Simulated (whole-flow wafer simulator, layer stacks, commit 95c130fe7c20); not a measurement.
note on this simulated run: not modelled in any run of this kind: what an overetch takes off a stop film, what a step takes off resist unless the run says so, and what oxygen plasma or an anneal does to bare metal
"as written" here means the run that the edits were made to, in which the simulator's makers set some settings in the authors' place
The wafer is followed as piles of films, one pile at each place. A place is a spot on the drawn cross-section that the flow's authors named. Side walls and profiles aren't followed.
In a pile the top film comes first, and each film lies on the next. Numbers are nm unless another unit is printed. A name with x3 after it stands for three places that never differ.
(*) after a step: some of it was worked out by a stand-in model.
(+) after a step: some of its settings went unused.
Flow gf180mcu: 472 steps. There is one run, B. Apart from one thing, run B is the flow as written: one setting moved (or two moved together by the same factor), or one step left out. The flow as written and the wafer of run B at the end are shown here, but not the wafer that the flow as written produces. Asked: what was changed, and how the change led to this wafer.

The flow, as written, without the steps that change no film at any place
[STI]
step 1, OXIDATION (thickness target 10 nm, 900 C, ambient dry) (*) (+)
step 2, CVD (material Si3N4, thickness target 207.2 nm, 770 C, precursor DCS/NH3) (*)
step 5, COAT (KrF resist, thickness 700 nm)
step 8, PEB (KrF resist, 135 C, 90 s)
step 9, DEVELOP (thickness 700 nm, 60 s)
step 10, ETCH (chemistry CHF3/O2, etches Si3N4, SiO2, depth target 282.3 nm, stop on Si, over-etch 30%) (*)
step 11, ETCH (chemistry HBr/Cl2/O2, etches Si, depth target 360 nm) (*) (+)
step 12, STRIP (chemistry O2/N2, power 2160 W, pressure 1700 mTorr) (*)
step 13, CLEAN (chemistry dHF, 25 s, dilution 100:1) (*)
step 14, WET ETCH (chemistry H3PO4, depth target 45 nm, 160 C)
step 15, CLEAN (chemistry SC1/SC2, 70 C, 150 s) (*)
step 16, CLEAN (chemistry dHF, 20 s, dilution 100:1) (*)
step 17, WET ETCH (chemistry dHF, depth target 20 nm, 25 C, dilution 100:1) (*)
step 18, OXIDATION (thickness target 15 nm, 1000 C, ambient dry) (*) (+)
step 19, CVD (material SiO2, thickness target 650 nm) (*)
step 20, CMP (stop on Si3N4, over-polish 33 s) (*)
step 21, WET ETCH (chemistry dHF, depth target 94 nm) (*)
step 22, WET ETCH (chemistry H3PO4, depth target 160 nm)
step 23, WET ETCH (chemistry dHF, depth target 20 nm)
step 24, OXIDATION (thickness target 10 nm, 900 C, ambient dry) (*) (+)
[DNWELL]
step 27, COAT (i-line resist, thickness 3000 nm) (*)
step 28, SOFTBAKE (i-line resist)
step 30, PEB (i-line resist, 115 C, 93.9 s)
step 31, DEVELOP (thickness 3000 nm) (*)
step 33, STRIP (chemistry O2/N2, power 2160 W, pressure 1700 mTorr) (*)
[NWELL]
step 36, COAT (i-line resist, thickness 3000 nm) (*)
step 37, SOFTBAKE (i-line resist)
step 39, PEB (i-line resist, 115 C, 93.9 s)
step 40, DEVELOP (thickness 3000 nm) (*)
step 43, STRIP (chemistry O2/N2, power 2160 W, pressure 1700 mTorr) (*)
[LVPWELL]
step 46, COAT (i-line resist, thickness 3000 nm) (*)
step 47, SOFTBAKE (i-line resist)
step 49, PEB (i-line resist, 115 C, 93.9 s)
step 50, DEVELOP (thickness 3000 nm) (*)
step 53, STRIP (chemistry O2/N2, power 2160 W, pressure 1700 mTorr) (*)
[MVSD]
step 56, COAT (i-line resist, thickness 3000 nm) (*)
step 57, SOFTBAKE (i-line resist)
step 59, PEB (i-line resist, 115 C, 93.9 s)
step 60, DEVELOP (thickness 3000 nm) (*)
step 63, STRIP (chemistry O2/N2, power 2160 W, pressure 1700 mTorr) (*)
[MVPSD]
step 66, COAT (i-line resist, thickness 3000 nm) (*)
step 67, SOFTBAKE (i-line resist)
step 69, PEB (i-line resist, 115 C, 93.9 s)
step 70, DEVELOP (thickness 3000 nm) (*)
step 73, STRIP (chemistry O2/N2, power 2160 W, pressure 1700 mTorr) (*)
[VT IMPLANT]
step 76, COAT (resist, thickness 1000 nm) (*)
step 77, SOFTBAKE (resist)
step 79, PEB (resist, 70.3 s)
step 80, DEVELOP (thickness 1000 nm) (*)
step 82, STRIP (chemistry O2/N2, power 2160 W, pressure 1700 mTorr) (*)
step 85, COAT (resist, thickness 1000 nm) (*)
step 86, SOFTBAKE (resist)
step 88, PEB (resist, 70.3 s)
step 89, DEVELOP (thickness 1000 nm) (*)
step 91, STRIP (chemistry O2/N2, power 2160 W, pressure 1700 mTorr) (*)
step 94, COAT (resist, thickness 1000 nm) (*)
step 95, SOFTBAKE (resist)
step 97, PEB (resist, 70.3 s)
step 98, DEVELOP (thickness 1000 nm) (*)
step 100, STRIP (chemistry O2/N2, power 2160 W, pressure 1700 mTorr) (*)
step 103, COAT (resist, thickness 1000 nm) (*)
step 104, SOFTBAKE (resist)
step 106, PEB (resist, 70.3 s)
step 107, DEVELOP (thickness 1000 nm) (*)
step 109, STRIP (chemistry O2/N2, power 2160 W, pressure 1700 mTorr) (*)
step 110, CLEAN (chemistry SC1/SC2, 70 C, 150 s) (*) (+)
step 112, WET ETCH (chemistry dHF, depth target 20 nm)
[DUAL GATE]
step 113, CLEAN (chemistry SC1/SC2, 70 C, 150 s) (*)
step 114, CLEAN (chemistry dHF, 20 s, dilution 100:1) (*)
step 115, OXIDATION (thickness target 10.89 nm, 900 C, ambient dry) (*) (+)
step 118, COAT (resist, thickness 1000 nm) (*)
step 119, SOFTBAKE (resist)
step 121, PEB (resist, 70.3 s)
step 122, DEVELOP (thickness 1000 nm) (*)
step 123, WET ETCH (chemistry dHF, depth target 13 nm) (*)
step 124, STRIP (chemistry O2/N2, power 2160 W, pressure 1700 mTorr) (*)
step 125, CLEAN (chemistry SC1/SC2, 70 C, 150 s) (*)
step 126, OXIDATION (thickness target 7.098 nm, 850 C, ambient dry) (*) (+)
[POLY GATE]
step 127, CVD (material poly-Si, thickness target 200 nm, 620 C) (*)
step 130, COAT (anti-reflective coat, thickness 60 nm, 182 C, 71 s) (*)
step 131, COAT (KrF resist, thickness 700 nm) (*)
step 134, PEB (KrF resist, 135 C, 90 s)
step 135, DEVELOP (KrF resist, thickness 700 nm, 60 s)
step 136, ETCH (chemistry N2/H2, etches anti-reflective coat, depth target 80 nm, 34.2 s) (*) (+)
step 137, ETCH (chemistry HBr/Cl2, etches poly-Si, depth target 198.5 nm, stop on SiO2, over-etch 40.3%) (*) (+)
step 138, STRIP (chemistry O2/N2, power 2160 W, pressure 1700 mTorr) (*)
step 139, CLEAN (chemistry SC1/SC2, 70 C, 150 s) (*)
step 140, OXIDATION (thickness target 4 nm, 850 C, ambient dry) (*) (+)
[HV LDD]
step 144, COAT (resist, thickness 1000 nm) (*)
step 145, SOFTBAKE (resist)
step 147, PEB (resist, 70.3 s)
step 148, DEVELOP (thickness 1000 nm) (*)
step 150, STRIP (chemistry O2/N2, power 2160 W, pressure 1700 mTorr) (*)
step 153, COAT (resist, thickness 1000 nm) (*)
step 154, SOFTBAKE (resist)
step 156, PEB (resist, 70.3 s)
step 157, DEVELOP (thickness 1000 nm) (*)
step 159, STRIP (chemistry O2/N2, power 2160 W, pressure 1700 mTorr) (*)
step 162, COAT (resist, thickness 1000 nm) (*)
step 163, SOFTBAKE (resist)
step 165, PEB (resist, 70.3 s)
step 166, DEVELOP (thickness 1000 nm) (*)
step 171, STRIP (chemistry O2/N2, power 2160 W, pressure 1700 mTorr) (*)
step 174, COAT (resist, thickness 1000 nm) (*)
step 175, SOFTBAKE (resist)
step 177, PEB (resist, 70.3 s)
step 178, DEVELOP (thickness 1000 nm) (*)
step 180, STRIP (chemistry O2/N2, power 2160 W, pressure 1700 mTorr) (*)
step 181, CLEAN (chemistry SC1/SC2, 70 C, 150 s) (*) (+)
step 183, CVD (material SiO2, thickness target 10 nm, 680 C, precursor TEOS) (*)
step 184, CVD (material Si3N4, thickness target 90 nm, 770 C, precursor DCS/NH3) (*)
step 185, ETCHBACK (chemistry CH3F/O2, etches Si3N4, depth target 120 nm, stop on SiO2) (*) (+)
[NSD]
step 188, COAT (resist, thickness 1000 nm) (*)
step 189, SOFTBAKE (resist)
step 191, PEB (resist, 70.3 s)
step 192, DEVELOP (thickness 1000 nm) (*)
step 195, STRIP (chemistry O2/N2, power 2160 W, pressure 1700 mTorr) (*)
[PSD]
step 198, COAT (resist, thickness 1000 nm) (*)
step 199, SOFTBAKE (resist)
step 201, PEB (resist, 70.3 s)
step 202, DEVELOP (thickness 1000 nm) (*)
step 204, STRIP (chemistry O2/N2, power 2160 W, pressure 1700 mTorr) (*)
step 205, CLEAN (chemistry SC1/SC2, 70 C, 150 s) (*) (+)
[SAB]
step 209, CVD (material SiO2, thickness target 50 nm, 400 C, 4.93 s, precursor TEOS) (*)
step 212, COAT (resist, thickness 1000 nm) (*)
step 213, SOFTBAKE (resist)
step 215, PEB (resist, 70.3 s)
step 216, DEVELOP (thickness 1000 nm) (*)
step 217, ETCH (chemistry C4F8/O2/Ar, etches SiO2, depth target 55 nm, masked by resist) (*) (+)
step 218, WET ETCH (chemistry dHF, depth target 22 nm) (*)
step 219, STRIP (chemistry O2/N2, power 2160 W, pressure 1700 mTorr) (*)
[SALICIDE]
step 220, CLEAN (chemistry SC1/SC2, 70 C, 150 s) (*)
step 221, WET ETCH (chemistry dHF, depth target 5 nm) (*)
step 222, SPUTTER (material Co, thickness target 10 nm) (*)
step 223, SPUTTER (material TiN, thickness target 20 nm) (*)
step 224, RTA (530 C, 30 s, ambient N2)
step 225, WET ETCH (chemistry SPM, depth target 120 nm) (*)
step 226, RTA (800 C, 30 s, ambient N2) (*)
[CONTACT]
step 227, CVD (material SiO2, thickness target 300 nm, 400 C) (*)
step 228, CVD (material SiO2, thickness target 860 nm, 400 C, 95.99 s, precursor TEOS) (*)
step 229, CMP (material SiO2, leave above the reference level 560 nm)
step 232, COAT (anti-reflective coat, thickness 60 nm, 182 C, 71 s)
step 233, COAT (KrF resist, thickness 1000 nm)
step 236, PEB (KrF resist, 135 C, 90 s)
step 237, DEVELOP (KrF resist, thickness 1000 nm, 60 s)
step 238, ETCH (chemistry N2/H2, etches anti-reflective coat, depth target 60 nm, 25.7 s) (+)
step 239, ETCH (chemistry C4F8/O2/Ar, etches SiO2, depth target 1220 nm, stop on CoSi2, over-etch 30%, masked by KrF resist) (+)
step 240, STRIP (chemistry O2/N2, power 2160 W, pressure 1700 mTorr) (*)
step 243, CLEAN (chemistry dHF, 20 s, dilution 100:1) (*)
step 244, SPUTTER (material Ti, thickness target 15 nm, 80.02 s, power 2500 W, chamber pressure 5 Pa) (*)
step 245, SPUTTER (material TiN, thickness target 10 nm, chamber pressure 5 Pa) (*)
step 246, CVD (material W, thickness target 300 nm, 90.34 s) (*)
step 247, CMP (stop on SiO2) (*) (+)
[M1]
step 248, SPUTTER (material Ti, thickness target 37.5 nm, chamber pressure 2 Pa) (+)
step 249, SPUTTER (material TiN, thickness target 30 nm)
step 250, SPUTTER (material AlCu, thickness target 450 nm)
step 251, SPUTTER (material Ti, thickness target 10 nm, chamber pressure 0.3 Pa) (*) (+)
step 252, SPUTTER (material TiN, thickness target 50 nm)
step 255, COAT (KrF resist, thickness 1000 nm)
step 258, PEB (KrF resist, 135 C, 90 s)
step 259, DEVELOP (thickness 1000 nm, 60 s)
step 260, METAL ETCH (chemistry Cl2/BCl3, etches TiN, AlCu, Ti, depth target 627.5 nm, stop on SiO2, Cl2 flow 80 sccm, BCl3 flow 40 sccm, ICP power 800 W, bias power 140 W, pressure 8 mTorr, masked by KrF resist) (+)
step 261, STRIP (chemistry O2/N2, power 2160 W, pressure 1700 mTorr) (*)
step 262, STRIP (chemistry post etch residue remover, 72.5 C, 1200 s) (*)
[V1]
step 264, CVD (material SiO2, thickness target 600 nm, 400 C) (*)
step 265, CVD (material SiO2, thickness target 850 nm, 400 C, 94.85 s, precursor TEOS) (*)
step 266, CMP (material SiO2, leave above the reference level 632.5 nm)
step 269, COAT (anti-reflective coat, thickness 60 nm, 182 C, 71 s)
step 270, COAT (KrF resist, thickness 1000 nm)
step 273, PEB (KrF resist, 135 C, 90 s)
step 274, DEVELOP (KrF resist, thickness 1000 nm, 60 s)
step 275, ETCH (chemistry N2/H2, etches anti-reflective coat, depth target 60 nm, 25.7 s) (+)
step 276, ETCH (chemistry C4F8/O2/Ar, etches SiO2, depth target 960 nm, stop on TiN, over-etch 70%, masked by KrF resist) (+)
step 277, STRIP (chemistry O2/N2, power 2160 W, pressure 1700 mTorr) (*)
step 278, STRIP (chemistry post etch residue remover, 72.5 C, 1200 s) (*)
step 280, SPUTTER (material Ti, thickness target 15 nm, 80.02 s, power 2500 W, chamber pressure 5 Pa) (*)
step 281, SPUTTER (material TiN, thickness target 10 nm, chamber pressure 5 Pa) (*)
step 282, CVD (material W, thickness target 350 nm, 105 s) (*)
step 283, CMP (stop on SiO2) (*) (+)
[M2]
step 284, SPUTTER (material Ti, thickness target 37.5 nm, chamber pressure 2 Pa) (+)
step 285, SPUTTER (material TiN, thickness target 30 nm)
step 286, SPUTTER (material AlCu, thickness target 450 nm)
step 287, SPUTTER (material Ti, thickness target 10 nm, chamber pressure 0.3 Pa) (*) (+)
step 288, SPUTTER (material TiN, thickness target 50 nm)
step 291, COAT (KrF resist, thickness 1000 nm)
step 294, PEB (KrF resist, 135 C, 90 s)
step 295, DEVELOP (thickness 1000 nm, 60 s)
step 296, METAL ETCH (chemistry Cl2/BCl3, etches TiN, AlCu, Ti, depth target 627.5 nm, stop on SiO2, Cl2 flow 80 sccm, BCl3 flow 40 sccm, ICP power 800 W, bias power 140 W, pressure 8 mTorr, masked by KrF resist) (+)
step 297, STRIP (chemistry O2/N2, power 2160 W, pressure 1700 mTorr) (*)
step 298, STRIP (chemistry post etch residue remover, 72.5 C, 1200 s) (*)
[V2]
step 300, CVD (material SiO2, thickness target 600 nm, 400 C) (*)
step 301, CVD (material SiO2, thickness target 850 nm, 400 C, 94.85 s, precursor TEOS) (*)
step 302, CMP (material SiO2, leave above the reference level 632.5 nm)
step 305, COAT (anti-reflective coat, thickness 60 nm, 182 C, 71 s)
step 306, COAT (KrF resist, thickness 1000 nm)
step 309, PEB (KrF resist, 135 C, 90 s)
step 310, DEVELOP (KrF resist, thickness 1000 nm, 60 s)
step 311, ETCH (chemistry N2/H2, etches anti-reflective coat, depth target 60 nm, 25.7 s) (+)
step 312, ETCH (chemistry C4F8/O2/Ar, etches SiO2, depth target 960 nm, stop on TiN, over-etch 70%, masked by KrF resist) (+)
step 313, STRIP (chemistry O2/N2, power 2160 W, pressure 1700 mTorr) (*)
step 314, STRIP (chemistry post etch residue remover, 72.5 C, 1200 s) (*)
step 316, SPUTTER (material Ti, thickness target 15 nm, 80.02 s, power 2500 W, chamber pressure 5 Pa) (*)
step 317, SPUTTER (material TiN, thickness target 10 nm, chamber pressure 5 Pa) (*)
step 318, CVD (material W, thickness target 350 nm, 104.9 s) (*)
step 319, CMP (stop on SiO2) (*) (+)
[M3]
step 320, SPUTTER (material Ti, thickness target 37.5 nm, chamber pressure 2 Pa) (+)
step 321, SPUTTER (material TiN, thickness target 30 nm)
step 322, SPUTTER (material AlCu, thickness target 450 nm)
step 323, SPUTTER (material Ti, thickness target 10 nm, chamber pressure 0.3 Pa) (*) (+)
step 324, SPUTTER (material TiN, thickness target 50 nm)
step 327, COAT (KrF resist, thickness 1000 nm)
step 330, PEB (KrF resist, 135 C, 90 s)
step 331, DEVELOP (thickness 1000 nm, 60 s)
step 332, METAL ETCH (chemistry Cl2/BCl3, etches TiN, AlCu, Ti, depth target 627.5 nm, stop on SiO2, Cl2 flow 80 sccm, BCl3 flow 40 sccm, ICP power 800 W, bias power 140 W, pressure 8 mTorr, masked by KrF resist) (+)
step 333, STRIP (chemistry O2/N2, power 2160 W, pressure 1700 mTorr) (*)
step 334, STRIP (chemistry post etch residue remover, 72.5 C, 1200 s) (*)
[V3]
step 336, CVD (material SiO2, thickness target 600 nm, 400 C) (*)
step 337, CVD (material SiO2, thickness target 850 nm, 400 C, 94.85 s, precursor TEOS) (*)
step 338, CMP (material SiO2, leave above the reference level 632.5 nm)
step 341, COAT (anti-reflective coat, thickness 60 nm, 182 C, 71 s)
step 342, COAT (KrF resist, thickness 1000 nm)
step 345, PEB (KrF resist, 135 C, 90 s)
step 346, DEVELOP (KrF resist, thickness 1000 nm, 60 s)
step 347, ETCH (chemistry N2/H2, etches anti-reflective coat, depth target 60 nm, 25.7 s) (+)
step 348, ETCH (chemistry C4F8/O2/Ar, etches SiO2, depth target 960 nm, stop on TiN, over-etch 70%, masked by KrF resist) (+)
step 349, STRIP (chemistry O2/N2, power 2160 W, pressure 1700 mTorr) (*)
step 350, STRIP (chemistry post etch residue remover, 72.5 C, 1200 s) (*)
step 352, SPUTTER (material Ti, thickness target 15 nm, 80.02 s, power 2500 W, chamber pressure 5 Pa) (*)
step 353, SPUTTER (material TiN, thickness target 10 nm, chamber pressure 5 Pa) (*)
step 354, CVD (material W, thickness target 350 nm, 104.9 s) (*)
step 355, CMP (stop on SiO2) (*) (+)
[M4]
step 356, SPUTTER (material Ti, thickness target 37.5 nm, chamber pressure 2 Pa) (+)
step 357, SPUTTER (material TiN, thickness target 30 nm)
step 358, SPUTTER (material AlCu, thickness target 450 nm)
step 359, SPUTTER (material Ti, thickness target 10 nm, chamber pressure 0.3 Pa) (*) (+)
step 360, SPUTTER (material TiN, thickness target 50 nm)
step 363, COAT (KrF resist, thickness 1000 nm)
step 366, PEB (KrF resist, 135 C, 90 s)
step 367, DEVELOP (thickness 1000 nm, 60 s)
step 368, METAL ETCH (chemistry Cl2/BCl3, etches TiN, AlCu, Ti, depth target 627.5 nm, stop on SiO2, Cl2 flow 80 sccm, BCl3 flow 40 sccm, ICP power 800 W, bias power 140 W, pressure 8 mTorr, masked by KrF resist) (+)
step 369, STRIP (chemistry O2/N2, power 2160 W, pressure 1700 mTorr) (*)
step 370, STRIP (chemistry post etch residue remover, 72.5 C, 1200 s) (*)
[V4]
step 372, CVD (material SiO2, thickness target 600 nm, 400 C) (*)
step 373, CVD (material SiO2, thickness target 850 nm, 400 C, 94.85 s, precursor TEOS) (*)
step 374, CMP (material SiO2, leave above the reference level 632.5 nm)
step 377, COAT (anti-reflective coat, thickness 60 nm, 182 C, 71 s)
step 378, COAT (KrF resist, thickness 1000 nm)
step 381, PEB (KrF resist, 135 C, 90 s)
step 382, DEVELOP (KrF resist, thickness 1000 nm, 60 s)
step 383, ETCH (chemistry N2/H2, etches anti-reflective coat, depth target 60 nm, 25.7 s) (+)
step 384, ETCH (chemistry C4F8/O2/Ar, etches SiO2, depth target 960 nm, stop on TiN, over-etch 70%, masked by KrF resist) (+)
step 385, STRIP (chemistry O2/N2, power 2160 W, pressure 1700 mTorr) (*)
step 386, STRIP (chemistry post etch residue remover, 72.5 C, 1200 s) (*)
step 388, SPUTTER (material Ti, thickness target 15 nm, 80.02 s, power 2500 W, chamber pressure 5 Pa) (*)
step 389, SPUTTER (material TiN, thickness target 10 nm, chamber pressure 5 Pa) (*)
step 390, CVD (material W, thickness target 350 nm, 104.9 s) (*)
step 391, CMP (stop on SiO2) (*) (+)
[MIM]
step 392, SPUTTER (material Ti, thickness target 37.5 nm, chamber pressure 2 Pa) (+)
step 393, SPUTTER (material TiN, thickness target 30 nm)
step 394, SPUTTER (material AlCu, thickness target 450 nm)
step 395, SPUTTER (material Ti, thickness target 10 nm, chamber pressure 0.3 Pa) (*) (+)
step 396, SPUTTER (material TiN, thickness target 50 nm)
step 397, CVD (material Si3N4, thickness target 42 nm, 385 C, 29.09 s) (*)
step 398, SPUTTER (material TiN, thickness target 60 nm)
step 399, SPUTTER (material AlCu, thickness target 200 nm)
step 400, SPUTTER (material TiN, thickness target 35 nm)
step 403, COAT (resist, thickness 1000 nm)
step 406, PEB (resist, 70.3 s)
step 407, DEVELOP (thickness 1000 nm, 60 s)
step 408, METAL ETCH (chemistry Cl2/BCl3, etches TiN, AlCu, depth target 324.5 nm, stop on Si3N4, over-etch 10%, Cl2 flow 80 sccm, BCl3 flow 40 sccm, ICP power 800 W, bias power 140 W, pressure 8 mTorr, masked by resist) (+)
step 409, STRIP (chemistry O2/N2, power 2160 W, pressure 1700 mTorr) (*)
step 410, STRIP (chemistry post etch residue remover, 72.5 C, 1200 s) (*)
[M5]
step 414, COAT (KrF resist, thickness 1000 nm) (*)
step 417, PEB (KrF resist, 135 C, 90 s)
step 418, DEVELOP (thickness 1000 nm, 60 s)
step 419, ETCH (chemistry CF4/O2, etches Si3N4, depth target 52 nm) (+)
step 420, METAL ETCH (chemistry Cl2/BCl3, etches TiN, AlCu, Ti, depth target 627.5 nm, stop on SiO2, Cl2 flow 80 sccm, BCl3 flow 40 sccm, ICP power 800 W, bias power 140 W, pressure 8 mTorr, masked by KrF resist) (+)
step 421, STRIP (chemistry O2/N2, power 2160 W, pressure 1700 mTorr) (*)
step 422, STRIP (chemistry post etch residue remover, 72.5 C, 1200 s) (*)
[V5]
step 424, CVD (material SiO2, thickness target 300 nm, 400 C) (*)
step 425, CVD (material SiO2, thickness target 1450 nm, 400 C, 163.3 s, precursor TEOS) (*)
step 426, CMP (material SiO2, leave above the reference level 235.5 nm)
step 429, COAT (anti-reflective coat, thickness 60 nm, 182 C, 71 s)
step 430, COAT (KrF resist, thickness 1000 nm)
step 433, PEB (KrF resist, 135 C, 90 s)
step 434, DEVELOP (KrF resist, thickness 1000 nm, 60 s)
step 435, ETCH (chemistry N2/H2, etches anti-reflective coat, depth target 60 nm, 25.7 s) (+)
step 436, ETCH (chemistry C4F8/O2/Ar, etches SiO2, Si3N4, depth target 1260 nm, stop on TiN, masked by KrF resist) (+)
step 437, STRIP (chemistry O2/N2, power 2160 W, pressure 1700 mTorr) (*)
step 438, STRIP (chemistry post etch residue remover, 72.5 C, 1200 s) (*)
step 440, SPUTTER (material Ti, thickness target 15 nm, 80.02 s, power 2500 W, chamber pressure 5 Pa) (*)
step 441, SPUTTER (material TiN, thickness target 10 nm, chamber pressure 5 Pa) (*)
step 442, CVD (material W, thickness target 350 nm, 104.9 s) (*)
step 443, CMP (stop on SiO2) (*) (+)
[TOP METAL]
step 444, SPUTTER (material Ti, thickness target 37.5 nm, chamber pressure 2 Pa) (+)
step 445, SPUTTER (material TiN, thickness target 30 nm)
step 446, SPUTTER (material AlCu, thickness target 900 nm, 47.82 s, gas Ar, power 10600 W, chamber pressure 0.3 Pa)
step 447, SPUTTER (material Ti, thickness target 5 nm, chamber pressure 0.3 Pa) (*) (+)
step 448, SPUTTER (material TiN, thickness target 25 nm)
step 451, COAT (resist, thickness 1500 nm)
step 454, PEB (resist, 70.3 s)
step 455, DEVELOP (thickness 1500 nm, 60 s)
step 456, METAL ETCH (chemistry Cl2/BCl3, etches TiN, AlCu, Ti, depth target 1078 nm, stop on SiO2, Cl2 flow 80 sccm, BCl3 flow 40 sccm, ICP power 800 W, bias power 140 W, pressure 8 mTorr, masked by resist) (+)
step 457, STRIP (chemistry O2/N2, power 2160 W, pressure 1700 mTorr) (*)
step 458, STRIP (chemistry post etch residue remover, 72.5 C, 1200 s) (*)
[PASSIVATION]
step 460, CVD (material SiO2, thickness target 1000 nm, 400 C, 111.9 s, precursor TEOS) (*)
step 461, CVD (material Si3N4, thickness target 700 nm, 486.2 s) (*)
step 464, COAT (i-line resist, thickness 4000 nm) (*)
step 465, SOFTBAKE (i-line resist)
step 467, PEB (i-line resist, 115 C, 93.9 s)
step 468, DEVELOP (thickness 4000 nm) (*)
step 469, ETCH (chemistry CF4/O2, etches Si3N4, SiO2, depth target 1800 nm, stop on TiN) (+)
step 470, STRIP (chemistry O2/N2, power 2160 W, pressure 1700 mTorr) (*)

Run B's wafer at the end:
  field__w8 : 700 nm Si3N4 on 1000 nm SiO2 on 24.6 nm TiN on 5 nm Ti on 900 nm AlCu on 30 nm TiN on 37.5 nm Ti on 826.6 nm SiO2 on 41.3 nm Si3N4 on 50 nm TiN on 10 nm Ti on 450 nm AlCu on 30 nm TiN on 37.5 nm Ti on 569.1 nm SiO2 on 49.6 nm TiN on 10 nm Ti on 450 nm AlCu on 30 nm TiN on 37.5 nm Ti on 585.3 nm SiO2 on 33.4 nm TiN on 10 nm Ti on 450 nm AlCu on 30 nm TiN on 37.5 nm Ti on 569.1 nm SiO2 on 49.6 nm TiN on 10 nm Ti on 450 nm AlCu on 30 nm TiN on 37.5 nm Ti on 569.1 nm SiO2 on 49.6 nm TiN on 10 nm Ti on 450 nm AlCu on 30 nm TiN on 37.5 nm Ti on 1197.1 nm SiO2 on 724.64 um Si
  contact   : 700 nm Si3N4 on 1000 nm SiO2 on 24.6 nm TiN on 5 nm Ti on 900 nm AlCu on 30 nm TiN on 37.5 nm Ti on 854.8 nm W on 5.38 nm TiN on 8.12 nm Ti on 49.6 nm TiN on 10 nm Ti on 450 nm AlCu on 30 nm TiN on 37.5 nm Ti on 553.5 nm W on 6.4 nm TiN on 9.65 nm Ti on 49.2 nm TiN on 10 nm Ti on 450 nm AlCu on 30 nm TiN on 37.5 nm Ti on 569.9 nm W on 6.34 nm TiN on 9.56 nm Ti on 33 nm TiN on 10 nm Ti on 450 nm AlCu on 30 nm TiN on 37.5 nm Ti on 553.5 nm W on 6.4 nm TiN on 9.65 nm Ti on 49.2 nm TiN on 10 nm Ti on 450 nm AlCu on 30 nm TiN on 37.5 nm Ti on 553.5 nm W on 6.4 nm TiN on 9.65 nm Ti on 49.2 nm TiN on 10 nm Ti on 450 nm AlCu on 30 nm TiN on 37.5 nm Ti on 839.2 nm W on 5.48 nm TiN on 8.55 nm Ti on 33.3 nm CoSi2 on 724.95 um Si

What caused this: step 324, SPUTTER: thickness target 33.8 nm was run, whereas the flow has thickness target 50 nm.

The path from the change to this, step by step:
  step 324, SPUTTER (material TiN, thickness target 50 nm)
      field, field__w1, field__w2 and 108 more: TiN gains 33.8 (new film) (in the flow as written it would be: TiN gains 50 (new film))
  step 332, METAL ETCH (chemistry Cl2/BCl3, etches TiN, AlCu, Ti, depth target 627.5 nm, stop on SiO2, Cl2 flow 80 sccm, BCl3 flow 40 sccm, ICP power 800 W, bias power 140 W, pressure 8 mTorr, masked by KrF resist) (+)
      field, field__w1, field__w2 and 103 more: TiN loses 33.8 (all of it), Ti loses 10 (all of it), AlCu loses 450 (all of it), TiN loses 30 (all of it), Ti loses 37.5 (all of it) (in the flow as written it would be: TiN loses 50 (all of it), Ti loses 10 (all of it), AlCu loses 450 (all of it), TiN loses 30 (all of it), Ti loses 37.5 (all of it))
  step 348, ETCH (chemistry C4F8/O2/Ar, etches SiO2, depth target 960 nm, stop on TiN, over-etch 70%, masked by KrF resist) (+)
      contact: SiO2 loses 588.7 (all of it) (in the flow as written it would be: SiO2 loses 572.5 (all of it))
